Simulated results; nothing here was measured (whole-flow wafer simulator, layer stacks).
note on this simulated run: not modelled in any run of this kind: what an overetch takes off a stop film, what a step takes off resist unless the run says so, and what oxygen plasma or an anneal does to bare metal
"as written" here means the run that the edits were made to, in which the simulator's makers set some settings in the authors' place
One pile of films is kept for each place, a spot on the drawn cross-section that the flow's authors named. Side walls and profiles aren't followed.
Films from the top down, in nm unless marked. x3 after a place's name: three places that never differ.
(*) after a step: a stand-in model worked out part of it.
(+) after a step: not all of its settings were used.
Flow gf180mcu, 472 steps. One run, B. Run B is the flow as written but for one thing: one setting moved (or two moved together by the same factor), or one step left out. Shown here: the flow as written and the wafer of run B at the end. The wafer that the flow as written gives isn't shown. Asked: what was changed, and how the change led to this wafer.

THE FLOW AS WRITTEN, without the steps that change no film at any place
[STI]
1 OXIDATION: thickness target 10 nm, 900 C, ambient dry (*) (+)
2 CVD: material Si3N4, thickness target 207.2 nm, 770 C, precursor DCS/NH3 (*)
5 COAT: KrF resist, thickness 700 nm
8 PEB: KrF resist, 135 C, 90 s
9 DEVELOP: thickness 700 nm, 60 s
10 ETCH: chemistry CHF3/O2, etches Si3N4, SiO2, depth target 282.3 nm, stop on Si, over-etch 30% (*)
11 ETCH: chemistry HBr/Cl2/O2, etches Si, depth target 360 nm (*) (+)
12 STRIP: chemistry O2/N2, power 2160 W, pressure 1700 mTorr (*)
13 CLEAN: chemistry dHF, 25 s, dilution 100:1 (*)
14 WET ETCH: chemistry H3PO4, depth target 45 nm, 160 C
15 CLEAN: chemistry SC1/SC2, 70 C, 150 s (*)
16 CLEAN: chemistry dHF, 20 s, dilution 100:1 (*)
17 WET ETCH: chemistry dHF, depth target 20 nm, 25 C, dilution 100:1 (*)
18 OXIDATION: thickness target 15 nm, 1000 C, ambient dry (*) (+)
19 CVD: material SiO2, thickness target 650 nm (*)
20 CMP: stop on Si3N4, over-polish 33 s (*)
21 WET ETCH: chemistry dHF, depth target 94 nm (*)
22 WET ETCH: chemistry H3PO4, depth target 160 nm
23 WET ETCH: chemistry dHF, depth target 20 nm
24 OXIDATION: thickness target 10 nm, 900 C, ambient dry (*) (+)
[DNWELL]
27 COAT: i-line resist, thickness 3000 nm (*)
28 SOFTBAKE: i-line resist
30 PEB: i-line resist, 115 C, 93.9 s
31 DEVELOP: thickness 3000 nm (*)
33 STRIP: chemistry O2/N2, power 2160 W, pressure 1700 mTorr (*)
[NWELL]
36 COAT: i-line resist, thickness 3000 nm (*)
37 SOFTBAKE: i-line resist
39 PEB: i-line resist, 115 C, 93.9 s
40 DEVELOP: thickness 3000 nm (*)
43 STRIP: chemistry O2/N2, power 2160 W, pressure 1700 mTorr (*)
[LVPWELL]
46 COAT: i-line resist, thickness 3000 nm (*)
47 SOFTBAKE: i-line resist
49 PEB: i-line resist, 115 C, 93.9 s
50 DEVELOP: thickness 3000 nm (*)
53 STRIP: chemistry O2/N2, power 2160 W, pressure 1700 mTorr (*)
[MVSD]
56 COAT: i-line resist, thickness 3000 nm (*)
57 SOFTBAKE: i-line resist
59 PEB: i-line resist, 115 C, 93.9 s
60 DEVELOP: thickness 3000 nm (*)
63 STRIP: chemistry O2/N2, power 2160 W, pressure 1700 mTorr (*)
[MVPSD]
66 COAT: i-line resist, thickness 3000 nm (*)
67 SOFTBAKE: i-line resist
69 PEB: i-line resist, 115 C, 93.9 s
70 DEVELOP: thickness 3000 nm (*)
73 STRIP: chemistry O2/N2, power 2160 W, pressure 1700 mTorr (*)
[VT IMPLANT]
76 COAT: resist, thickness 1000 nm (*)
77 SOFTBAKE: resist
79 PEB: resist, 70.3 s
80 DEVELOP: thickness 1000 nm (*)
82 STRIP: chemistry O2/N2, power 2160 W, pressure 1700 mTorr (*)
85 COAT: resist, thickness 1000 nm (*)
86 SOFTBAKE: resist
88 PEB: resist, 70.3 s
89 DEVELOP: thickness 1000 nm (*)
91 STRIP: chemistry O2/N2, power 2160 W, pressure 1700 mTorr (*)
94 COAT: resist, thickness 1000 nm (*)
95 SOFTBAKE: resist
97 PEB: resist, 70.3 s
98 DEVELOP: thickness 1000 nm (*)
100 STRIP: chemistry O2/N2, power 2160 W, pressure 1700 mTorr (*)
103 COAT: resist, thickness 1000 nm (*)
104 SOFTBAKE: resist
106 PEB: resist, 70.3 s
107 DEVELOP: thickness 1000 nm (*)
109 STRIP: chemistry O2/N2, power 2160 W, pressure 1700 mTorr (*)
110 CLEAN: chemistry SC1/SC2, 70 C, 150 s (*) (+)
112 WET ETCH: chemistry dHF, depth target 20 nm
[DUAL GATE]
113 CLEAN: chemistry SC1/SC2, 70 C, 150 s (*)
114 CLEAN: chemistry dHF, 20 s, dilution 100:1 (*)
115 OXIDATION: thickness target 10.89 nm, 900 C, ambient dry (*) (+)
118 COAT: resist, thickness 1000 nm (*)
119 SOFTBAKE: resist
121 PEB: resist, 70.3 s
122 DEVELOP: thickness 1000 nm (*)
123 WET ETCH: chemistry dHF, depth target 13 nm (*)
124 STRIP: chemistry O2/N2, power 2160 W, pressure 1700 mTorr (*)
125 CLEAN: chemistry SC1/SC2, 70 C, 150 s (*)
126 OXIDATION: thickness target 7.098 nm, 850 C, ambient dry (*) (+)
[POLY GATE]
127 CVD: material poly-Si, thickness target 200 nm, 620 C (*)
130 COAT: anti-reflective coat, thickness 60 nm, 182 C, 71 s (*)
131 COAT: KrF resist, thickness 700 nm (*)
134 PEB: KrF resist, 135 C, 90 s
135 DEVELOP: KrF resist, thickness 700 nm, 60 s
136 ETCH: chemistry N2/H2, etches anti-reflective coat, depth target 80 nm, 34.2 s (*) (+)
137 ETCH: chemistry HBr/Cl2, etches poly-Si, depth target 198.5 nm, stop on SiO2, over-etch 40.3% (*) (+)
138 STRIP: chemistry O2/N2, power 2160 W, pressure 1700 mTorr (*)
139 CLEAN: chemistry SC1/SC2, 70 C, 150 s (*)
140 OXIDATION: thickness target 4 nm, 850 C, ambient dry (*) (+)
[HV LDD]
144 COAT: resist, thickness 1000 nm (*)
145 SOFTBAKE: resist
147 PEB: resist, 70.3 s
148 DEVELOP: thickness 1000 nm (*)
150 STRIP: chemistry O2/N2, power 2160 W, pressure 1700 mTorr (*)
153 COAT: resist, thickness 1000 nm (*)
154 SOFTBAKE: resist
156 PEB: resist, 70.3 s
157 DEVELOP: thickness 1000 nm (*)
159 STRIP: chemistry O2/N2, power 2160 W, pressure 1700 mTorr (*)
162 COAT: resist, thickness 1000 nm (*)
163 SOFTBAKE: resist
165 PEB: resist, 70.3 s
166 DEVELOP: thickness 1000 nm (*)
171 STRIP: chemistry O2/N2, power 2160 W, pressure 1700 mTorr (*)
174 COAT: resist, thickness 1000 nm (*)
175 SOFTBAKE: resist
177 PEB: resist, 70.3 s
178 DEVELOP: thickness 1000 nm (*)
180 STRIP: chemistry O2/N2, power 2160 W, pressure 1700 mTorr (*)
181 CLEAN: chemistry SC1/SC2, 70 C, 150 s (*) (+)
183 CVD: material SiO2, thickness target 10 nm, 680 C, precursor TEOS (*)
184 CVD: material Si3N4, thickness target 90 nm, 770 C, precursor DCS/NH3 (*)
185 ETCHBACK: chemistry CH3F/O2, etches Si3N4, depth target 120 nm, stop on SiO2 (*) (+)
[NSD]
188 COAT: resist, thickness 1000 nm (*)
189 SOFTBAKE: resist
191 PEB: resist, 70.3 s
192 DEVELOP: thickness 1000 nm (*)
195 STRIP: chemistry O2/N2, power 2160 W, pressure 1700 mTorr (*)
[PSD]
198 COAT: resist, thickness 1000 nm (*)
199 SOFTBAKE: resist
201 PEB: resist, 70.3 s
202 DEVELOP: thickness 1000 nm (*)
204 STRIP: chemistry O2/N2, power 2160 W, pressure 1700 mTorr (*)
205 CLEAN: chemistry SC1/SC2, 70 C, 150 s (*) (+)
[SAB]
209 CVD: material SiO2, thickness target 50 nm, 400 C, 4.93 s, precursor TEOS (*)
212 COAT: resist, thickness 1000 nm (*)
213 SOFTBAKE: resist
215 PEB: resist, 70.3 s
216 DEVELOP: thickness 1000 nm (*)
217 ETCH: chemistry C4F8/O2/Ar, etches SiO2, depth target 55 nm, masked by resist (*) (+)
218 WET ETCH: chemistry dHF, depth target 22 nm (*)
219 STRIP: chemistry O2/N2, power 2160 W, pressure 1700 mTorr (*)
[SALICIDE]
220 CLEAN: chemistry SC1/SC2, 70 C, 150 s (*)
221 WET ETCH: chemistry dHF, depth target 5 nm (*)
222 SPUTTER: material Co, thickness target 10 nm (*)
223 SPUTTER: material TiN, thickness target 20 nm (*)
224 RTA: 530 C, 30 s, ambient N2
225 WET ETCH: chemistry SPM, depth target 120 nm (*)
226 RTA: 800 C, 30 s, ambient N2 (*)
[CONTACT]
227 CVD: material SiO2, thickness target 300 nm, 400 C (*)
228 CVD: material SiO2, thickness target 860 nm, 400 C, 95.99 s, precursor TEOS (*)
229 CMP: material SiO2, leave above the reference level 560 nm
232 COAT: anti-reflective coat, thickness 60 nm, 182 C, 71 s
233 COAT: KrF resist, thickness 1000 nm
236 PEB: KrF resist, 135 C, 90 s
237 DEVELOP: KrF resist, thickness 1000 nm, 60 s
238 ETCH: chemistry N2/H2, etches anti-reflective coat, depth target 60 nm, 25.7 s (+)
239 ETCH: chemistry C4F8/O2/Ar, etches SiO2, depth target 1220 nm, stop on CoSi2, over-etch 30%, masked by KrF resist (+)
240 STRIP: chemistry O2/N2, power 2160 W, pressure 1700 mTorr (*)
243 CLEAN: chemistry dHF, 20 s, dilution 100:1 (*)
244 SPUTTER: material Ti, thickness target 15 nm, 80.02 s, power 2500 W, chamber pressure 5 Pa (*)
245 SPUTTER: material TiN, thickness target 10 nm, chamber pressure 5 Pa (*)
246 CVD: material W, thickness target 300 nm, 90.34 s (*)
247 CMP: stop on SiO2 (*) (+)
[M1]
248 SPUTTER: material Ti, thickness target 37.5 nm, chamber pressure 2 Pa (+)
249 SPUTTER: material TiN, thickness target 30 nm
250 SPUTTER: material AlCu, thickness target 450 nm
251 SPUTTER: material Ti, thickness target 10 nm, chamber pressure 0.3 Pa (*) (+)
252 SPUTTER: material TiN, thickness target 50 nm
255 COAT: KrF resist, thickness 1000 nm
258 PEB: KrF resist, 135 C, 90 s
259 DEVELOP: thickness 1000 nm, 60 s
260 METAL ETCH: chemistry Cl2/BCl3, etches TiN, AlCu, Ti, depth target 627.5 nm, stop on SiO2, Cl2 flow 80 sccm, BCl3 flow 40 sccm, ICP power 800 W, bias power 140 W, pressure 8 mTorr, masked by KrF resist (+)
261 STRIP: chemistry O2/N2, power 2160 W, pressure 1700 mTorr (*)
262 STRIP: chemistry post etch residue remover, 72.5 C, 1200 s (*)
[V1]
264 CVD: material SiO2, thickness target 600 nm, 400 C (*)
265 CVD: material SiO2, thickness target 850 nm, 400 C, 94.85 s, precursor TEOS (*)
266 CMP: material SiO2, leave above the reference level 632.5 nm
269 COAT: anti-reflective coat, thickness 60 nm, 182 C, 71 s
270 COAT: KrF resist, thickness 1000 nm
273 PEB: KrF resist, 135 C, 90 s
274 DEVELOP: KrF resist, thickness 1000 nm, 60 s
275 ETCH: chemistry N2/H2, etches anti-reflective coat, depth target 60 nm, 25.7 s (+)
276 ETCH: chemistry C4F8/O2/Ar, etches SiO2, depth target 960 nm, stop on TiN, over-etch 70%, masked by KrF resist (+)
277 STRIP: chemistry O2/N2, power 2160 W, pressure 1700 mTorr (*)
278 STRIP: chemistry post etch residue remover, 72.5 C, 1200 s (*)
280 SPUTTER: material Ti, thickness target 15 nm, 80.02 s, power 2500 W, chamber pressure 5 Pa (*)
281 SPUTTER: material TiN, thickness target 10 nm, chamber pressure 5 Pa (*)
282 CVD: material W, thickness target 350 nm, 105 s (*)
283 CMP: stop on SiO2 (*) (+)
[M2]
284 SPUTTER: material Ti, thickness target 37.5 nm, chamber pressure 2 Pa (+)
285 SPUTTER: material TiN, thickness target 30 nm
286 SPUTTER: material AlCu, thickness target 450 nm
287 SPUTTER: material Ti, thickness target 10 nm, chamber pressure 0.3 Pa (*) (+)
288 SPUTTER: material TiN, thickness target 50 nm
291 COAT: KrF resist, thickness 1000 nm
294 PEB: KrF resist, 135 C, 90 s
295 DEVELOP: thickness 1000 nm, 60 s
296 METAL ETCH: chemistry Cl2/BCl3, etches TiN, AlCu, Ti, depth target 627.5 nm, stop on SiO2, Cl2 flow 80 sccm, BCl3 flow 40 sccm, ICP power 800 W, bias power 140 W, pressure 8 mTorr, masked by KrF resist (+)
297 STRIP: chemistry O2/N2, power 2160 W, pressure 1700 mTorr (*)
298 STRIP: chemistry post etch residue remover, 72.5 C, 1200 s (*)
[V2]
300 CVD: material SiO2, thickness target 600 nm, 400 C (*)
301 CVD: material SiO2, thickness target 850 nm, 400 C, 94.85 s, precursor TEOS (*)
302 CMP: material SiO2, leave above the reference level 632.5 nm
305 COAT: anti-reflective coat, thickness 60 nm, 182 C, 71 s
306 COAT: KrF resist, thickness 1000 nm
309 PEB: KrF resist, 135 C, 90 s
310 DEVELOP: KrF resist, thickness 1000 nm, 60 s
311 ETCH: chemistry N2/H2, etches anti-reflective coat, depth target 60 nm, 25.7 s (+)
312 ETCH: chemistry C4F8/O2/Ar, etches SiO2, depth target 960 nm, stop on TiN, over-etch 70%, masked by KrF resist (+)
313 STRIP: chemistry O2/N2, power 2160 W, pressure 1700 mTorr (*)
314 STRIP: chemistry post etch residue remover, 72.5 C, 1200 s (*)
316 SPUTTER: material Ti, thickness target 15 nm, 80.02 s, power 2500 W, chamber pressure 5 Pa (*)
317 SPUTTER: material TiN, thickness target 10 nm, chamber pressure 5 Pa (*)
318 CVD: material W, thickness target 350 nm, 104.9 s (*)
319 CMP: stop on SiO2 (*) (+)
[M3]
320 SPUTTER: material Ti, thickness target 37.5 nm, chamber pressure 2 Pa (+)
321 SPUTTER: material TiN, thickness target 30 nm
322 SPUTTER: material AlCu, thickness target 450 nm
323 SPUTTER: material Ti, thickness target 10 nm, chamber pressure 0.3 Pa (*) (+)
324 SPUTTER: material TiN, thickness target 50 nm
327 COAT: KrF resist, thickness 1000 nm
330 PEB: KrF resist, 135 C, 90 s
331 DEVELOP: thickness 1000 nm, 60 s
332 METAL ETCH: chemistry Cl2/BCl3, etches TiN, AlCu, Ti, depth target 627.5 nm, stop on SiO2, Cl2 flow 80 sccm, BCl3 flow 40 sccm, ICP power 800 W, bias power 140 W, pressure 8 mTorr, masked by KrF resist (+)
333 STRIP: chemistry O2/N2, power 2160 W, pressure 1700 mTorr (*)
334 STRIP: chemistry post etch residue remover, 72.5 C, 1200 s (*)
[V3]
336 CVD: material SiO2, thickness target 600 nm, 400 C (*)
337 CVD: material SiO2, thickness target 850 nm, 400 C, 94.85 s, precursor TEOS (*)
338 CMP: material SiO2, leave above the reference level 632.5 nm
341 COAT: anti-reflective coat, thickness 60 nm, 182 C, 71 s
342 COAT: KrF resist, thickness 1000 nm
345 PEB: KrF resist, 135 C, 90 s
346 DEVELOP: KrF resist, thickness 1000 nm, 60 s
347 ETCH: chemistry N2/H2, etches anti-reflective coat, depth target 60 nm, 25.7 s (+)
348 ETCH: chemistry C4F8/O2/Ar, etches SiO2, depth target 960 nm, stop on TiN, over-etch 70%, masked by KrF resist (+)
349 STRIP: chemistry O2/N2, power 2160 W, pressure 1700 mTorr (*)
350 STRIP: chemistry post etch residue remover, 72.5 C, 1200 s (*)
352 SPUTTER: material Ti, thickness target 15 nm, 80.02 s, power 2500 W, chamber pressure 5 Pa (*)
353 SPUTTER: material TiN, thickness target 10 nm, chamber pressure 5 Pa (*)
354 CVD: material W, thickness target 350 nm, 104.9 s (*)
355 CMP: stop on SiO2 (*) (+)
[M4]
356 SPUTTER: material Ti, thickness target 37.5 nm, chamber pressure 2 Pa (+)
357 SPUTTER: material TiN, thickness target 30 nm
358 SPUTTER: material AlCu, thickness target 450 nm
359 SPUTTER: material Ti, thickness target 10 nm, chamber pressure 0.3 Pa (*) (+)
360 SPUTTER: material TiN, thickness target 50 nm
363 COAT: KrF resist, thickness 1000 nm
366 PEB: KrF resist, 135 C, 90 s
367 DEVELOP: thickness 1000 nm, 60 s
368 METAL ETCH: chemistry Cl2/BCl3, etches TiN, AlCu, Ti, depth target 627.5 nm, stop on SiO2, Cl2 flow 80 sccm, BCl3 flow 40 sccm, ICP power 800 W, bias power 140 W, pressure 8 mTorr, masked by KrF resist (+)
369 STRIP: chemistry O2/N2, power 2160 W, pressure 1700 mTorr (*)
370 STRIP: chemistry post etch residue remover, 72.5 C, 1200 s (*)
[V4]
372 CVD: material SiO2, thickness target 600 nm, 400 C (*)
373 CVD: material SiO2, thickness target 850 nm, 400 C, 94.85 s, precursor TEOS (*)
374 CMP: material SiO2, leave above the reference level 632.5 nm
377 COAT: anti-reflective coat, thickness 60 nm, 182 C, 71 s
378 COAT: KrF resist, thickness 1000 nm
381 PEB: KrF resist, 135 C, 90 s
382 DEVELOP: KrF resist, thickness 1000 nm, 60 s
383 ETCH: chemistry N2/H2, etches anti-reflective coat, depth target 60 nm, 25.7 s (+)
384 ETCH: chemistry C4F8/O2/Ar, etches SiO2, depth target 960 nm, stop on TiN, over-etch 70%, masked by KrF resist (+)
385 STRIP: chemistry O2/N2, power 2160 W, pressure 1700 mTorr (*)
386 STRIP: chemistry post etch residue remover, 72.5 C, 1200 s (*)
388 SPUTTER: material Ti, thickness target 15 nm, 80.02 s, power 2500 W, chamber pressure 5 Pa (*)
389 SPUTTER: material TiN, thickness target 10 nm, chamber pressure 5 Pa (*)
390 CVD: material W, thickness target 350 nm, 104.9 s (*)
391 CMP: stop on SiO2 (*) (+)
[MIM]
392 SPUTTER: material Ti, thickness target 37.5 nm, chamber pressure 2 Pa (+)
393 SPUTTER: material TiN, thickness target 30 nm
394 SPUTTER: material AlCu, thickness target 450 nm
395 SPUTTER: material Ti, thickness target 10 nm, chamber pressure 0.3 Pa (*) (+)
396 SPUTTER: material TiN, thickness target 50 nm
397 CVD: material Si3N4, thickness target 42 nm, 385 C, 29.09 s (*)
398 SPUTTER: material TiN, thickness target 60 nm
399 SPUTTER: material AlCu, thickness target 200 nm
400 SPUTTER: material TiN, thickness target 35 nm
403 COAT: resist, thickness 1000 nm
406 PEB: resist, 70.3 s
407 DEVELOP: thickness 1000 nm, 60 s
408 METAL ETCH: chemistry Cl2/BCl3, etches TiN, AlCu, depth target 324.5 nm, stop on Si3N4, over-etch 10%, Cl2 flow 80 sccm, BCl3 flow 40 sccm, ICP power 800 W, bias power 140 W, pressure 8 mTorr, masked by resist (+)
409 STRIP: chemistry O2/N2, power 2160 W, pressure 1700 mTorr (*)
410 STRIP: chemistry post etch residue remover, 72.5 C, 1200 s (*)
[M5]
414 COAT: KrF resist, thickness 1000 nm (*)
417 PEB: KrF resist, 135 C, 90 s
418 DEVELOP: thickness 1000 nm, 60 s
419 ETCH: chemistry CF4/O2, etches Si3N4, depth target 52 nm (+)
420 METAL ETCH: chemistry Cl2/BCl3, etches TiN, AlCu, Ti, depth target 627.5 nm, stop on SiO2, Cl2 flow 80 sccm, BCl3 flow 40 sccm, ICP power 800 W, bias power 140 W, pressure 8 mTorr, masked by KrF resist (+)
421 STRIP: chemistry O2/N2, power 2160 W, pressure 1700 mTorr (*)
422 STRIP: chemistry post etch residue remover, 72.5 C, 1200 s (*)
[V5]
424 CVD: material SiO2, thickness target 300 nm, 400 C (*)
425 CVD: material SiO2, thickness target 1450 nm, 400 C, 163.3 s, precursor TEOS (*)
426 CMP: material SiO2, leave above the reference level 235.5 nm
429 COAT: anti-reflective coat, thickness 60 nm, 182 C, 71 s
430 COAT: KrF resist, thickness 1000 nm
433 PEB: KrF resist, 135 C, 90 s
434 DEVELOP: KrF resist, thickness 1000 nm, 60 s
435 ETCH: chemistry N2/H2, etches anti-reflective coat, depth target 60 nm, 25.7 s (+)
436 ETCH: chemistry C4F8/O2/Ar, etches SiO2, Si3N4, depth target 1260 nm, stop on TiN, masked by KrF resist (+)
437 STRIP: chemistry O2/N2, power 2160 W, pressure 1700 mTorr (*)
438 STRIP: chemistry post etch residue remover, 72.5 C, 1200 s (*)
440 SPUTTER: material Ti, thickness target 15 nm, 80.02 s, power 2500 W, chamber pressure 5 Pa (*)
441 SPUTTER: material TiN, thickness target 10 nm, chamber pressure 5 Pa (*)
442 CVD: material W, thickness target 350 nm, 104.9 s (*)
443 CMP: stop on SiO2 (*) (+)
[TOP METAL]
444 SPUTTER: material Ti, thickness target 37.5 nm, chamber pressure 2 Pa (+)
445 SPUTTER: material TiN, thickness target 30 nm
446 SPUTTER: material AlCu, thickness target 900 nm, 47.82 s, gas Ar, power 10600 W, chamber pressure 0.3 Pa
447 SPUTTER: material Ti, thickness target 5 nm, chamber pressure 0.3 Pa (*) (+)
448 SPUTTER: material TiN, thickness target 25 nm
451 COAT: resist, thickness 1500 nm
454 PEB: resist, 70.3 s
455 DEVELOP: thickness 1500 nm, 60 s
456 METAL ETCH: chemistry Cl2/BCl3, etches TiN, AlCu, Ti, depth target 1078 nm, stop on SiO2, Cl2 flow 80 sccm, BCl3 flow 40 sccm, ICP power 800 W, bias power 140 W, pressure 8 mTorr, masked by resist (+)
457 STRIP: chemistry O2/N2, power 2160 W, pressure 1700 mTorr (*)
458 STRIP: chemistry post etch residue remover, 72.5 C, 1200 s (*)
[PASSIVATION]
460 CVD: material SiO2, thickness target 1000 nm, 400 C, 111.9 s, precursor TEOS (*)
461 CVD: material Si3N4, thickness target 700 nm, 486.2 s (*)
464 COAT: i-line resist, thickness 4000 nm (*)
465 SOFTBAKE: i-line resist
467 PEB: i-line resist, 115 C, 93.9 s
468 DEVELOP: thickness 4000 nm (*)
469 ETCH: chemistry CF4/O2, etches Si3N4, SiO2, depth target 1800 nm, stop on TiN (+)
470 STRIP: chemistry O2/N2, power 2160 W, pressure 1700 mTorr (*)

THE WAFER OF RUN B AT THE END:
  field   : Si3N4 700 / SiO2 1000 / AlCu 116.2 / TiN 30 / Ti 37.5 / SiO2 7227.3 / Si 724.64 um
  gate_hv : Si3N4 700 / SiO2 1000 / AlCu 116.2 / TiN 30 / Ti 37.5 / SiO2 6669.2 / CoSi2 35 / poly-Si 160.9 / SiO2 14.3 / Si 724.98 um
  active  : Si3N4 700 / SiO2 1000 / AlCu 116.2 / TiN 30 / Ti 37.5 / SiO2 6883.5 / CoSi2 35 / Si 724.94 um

The cause: step 456, METAL ETCH: depth target 808.1 nm was run, where the flow has depth target 1078 nm.

How the change led to this, step by step:
  456 METAL ETCH: chemistry Cl2/BCl3, etches TiN, AlCu, Ti, depth target 1078 nm, stop on SiO2, Cl2 flow 80 sccm, BCl3 flow 40 sccm, ICP power 800 W, bias power 140 W, pressure 8 mTorr, masked by resist (+)
      field, field__w1, field__w2 and 103 more: TiN -25 (all of it), Ti -5 (all of it), AlCu -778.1 (as written it would be: TiN -25 (all of it), Ti -5 (all of it), AlCu -900 (all of it), TiN -30 (all of it), Ti -37.5 (all of it))
      field__w8, contact, m1, m1__w1, pad, m1_nw: resist -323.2 (as written it would be: resist -431)
  457 STRIP: chemistry O2/N2, power 2160 W, pressure 1700 mTorr (*)
      field__w8, contact, m1, m1__w1, pad, m1_nw: resist -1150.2 (all of it) (as written it would be: resist -1042.5 (all of it))
  458 STRIP: chemistry post etch residue remover, 72.5 C, 1200 s (*)
      field, field__w1, field__w2 and 103 more: AlCu -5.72 (as written it would be: nothing)
  460 CVD: material SiO2, thickness target 1000 nm, 400 C, 111.9 s, precursor TEOS (*)
      field, field__w1, field__w2 and 103 more: SiO2 +1000 (new film) (as written it would be: SiO2 +1000)
  464 COAT: i-line resist, thickness 4000 nm (*)
      field__w8: i-line resist +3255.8 (new film) (as written it would be: i-line resist +3093.1 (new film))
      contact: i-line resist +3299.2 (new film) (as written it would be: i-line resist +3153.6 (new film))
      (and at 4 more places)
  465 SOFTBAKE: i-line resist
      field__w11, field__w13: i-line resist +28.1 (as written it would be: i-line resist +37.6)
      ld_acc_p, ld_fp_p: i-line resist +25.2 (as written it would be: i-line resist +33.8)
      (and at 65 more places)
  467 PEB: i-line resist, 115 C, 93.9 s
      field__w8, m1__w1: i-line resist -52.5 (as written it would be: i-line resist -49.2)
      contact, m1: i-line resist -52.8 (as written it would be: i-line resist -49.6)
      (and at 2 more places)
  468 DEVELOP: thickness 4000 nm (*)
      pad: i-line resist -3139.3 (all of it) (as written it would be: i-line resist -2960.4 (all of it))
  470 STRIP: chemistry O2/N2, power 2160 W, pressure 1700 mTorr (*)
      field__w8, m1__w1: i-line resist -1952 (all of it) (as written it would be: i-line resist -1775.9 (all of it))
      contact: i-line resist -1968.2 (all of it) (as written it would be: i-line resist -1798.3 (all of it))
      (and at 2 more places)
Counting metal films that touch as one body, field has 1 body; the flow as written gives 0 bodies.
Counting metal films that touch as one body, gate_hv has 2 bodies (between them, from the top down: SiO2 6669.2); the flow as written gives 1 body.
Counting metal films that touch as one body, active has 2 bodies (between them, from the top down: SiO2 6883.5); the flow as written gives 1 body.
